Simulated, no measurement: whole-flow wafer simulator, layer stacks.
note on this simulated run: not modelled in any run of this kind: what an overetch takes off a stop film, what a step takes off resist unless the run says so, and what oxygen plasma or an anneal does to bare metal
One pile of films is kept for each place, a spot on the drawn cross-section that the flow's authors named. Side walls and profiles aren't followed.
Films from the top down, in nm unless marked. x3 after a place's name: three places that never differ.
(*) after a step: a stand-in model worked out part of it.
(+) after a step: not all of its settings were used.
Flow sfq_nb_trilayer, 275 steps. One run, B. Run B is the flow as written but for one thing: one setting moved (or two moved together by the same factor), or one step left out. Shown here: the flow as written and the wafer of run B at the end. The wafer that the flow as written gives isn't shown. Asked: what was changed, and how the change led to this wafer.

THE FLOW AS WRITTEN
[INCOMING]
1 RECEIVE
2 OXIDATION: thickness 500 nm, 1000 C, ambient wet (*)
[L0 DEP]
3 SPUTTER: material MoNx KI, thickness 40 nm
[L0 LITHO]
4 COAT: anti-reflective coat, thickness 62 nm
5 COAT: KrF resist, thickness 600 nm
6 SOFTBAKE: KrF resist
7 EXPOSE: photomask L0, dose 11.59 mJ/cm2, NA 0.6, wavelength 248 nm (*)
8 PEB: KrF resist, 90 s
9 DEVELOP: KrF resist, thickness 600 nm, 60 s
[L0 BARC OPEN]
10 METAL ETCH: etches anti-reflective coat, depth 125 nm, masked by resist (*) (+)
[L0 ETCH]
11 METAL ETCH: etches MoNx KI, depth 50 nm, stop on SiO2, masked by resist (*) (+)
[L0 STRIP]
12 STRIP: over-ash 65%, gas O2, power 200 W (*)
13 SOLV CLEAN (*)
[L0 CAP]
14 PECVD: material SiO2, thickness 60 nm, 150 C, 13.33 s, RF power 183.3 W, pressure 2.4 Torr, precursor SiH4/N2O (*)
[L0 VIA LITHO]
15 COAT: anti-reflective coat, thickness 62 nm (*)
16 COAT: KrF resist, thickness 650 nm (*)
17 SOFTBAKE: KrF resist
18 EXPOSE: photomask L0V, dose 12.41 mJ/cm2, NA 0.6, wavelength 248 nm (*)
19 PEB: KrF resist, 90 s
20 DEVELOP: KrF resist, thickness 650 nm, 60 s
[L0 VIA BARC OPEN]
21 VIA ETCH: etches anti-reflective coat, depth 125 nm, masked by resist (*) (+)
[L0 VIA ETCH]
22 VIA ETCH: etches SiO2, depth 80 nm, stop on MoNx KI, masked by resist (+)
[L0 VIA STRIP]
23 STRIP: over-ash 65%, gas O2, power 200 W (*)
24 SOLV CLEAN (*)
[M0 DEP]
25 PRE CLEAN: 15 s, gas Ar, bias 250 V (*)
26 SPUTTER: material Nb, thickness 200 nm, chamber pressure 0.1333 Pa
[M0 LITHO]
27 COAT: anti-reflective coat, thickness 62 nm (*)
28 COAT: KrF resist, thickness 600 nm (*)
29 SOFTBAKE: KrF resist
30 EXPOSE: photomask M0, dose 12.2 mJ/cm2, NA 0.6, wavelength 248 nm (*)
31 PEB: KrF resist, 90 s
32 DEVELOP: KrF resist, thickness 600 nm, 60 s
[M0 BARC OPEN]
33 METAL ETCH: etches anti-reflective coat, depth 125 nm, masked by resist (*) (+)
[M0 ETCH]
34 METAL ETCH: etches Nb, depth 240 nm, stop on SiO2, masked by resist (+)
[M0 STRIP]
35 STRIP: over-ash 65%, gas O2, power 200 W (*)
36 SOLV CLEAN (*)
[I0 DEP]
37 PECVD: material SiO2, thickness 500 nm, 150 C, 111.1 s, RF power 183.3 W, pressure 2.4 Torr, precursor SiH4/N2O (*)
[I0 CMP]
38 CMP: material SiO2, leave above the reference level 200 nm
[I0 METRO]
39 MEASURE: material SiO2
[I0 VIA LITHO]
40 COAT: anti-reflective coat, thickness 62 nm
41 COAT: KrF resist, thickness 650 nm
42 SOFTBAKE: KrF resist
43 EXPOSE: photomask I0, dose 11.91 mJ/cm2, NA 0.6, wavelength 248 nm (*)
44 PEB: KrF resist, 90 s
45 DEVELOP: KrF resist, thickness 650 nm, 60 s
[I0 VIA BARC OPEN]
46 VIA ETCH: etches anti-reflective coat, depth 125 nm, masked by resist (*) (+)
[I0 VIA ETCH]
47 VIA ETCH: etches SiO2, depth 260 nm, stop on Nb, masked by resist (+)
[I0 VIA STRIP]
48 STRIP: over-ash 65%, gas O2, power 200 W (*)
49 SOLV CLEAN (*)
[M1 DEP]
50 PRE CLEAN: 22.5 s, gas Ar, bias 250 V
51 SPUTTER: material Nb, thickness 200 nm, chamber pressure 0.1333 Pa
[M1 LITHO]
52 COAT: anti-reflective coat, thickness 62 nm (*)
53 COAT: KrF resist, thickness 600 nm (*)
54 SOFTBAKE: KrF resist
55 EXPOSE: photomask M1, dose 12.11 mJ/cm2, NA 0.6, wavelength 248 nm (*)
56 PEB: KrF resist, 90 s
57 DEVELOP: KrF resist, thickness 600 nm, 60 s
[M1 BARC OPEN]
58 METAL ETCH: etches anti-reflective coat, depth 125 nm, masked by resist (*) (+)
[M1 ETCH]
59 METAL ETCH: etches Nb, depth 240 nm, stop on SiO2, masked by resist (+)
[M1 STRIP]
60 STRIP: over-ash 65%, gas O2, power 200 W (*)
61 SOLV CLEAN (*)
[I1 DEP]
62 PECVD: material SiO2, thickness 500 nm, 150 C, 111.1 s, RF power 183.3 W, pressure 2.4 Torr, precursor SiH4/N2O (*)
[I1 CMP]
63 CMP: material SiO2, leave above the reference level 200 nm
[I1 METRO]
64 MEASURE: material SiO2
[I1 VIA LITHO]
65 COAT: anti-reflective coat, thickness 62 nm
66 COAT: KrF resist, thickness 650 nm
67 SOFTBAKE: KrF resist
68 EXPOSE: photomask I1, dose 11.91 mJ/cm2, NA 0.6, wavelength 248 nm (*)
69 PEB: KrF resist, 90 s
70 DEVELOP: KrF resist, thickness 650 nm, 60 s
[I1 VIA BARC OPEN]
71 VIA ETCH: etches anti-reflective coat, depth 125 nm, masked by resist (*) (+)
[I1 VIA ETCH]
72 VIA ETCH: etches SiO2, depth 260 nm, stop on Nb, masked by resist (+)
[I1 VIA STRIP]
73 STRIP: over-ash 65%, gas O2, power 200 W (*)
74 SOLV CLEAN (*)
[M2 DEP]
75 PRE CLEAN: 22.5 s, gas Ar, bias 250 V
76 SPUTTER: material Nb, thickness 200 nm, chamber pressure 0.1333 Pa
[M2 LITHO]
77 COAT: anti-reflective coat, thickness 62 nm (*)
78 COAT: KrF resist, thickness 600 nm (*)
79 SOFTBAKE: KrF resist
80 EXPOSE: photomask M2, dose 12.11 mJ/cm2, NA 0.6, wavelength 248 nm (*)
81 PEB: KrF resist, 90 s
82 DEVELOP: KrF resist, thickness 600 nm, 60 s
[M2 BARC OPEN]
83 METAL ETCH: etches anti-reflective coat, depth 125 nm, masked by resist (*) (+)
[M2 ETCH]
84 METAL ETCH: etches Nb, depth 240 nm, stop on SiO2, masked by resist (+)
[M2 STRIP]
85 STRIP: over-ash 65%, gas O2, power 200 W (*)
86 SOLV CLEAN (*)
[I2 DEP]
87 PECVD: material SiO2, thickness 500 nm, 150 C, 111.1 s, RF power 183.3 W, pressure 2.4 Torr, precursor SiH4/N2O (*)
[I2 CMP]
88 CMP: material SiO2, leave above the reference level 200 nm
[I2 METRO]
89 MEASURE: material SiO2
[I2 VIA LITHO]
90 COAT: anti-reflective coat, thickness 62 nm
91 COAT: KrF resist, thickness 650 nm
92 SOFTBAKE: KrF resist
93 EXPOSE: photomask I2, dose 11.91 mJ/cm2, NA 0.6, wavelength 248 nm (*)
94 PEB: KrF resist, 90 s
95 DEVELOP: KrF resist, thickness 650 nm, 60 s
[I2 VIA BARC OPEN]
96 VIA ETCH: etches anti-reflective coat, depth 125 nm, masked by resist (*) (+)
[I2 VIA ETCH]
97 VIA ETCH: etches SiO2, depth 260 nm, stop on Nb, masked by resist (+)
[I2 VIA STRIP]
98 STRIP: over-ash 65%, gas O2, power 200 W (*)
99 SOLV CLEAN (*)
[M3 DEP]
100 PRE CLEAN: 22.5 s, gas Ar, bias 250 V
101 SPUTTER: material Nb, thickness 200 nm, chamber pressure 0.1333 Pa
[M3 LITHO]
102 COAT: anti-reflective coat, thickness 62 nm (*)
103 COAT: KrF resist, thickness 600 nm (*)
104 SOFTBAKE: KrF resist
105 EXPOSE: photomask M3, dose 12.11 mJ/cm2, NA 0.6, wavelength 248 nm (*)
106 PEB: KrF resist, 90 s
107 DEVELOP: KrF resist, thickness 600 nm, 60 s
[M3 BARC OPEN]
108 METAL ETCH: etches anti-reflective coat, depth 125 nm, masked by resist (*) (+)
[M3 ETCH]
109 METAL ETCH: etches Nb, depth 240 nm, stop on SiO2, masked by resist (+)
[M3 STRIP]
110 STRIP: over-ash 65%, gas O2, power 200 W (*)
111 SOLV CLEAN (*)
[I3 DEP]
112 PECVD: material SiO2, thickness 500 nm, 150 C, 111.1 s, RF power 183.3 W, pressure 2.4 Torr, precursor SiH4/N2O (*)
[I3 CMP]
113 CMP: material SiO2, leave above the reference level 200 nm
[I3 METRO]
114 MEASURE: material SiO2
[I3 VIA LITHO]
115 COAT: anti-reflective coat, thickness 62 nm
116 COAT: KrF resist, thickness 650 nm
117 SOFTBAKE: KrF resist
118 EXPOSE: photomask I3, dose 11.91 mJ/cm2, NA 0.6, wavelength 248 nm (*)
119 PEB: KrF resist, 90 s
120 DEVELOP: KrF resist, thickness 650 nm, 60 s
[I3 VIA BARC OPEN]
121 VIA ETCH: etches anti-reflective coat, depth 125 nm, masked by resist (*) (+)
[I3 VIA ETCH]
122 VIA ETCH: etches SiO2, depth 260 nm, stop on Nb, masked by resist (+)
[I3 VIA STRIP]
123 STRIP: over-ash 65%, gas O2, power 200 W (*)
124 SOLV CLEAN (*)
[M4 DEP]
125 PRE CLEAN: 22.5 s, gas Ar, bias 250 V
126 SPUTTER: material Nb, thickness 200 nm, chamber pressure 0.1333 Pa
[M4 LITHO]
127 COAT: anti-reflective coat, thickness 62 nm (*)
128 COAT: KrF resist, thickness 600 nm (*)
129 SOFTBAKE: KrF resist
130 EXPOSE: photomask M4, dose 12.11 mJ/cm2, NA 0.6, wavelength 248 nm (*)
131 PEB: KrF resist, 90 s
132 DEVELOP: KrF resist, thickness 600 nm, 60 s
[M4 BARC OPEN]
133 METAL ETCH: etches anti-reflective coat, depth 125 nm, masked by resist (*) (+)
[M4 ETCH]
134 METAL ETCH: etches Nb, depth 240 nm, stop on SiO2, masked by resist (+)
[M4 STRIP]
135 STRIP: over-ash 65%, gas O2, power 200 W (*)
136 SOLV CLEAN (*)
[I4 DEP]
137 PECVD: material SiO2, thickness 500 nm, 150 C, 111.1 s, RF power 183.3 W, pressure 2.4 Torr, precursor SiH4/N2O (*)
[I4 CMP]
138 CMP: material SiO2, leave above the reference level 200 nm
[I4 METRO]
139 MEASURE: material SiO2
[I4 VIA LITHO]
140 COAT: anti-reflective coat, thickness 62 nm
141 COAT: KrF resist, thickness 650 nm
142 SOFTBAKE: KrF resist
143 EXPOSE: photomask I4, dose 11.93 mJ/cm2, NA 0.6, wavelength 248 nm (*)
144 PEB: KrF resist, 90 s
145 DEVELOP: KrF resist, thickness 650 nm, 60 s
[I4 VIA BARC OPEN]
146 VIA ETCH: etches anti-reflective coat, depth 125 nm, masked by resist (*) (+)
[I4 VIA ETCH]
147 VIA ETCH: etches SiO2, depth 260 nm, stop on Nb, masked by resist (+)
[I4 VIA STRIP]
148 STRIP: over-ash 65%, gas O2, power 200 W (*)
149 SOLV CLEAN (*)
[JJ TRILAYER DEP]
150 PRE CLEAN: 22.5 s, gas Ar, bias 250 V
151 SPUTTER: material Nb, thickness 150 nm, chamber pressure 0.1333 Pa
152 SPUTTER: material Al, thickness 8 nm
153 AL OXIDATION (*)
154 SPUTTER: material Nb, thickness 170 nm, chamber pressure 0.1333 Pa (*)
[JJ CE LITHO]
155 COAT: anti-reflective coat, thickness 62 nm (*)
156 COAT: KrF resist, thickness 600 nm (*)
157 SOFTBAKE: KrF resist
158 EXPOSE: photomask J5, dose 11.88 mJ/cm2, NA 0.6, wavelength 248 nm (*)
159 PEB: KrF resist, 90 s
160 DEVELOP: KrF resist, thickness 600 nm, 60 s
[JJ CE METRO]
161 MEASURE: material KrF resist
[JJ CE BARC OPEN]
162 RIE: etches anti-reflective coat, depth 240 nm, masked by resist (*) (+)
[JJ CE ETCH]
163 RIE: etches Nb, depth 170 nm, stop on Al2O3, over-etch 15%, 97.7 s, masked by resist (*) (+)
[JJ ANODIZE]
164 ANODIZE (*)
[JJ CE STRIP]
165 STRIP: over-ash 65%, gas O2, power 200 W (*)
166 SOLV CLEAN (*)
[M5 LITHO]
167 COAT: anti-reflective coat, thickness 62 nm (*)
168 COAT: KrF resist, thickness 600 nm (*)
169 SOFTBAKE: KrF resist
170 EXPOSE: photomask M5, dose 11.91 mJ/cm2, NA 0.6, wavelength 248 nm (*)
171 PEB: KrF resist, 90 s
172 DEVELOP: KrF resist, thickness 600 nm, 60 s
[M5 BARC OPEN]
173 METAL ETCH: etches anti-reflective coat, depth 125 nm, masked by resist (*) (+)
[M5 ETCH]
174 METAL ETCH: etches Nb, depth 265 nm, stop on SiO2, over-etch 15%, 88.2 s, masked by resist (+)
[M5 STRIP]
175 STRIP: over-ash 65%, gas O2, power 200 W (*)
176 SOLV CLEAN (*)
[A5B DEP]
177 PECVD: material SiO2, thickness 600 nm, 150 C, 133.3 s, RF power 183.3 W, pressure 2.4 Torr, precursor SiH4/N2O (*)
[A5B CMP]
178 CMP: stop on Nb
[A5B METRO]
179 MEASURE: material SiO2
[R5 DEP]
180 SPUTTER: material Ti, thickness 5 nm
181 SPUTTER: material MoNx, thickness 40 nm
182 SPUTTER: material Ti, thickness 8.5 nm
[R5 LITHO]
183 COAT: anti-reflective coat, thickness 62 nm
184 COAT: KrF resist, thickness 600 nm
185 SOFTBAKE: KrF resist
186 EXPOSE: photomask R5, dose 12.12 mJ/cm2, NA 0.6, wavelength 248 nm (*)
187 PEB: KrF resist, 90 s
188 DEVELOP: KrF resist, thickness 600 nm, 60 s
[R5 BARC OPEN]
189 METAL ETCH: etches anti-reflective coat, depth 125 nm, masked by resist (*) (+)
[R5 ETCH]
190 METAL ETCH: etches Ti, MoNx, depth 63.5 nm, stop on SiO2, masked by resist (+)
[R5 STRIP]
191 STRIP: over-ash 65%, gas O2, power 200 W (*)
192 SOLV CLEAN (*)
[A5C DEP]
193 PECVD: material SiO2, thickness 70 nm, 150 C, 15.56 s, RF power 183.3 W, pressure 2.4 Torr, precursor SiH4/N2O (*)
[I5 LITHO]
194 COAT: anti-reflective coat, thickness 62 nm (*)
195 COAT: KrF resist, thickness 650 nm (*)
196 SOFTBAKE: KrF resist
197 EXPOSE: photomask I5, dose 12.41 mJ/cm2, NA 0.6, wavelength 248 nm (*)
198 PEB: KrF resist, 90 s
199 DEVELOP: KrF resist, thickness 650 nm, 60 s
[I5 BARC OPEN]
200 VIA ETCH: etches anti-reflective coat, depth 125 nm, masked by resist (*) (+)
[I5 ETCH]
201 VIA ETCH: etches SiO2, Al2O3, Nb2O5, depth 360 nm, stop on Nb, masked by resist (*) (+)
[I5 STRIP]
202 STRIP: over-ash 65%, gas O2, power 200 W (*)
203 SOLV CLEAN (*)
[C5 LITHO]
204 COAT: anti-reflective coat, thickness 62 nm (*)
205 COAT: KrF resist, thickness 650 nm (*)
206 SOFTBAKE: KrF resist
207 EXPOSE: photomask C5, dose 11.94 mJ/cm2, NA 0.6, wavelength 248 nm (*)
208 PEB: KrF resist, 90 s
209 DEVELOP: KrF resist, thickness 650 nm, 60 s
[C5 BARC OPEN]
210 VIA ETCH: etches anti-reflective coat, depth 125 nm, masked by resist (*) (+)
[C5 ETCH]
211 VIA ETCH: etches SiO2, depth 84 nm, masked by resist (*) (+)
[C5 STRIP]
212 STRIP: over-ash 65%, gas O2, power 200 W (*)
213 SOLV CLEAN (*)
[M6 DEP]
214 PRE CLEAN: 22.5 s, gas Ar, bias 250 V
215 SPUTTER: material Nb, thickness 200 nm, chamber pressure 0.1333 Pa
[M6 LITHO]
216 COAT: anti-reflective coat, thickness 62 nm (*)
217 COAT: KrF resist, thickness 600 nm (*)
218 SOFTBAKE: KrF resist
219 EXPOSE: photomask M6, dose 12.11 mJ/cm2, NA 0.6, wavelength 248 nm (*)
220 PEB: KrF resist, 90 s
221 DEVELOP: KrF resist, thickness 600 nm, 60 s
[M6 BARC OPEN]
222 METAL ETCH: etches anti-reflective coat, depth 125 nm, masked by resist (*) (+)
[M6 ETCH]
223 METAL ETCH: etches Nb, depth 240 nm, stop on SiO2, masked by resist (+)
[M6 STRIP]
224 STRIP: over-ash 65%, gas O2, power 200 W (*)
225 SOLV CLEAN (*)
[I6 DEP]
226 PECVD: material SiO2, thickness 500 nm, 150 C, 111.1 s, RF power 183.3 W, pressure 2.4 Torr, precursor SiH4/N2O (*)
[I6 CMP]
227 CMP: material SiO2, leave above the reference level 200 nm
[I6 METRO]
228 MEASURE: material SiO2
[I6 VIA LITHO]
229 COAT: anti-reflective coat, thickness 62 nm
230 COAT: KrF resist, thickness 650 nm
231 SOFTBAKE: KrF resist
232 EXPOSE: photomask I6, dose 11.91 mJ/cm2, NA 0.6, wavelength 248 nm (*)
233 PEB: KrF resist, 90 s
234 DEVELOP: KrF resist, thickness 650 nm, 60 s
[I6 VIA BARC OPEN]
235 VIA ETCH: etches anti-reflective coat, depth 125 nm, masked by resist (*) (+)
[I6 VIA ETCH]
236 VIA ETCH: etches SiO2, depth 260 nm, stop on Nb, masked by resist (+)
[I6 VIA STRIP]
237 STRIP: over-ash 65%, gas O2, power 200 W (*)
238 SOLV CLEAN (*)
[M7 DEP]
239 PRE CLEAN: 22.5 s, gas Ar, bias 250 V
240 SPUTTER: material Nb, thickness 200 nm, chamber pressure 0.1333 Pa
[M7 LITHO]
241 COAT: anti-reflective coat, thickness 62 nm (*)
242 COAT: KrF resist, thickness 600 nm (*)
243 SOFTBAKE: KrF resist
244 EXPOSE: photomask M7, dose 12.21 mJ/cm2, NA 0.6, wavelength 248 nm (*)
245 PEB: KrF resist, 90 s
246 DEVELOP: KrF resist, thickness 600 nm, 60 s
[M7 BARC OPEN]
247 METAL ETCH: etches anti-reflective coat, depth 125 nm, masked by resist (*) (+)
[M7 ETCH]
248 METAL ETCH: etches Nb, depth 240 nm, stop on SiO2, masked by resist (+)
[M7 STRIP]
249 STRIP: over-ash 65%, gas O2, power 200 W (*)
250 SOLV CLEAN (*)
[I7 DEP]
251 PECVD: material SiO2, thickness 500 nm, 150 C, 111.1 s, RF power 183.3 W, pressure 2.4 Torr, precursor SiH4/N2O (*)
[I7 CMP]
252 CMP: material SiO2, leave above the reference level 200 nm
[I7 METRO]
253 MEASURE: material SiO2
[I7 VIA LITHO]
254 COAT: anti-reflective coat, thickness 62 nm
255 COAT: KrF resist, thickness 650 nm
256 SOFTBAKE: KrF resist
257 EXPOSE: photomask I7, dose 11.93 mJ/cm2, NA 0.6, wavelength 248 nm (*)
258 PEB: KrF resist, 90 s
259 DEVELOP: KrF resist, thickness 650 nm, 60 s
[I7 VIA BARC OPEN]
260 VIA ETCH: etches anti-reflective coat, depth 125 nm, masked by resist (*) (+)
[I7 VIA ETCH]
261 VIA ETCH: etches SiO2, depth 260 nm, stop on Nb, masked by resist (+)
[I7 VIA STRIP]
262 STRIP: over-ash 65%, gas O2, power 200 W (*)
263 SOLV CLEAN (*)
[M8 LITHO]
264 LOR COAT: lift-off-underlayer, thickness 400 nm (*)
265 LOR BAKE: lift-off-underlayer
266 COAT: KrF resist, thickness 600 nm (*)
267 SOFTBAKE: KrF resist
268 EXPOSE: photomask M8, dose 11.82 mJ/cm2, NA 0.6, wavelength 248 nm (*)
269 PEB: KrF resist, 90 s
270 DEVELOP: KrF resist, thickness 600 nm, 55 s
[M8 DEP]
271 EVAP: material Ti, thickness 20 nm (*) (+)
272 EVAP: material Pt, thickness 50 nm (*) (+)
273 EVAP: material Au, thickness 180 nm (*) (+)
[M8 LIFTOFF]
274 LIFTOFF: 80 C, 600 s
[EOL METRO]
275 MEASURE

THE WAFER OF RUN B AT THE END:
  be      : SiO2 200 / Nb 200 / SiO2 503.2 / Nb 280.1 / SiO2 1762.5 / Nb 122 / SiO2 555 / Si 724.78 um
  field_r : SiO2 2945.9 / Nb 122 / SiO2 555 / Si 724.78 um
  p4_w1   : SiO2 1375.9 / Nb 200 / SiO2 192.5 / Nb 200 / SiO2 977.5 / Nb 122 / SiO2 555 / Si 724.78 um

The cause: step 26, SPUTTER: thickness 122 nm was run, where the flow has thickness 200 nm.
It can be read off the wafer: be has Nb 122, and step 26 as written asks for 200 nm.

How the change led to this, step by step:
  26 SPUTTER: material Nb, thickness 200 nm, chamber pressure 0.1333 Pa
      field_l, via_wl, via_w and 100 more: Nb +122 (new film) (as written it would be: Nb +200 (new film))
      v_sur: Nb +118 (new film) (as written it would be: Nb +200 (new film))
      (and at 2 more places)
  27 COAT: anti-reflective coat, thickness 62 nm (*)
      v_sur: anti-reflective coat +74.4 (new film) (as written it would be: anti-reflective coat +72.3 (new film))
  34 METAL ETCH: etches Nb, depth 240 nm, stop on SiO2, masked by resist (+)
      field_l, v_sur, via_wl and 100 more: KrF resist -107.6 (as written it would be: KrF resist -141.2)
      moat, m0r_space_l, m0r_space_r: Nb -122 (all of it) (as written it would be: Nb -200 (all of it))
  35 STRIP: over-ash 65%, gas O2, power 200 W (*)
      p4_fl, p4_fm, p4_w1 and 68 more: KrF resist -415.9 (all of it), anti-reflective coat -62 (all of it) (as written it would be: KrF resist -382.4 (all of it), anti-reflective coat -62 (all of it))
      c5j, ce_r, sp_r, be_r, r_sur, res: KrF resist -422.5 (all of it), anti-reflective coat -63.6 (all of it) (as written it would be: KrF resist -389 (all of it), anti-reflective coat -63.6 (all of it))
      (and at 26 more places)
  37 PECVD: material SiO2, thickness 500 nm, 150 C, 111.1 s, RF power 183.3 W, pressure 2.4 Torr, precursor SiH4/N2O (*)
      moat, m0r_space_l, m0r_space_r: SiO2 +500 (as written it would be: SiO2 +557.1)
  38 CMP: material SiO2, leave above the reference level 200 nm
      moat, m0r_space_l, m0r_space_r: SiO2 -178 (as written it would be: SiO2 -157.1)
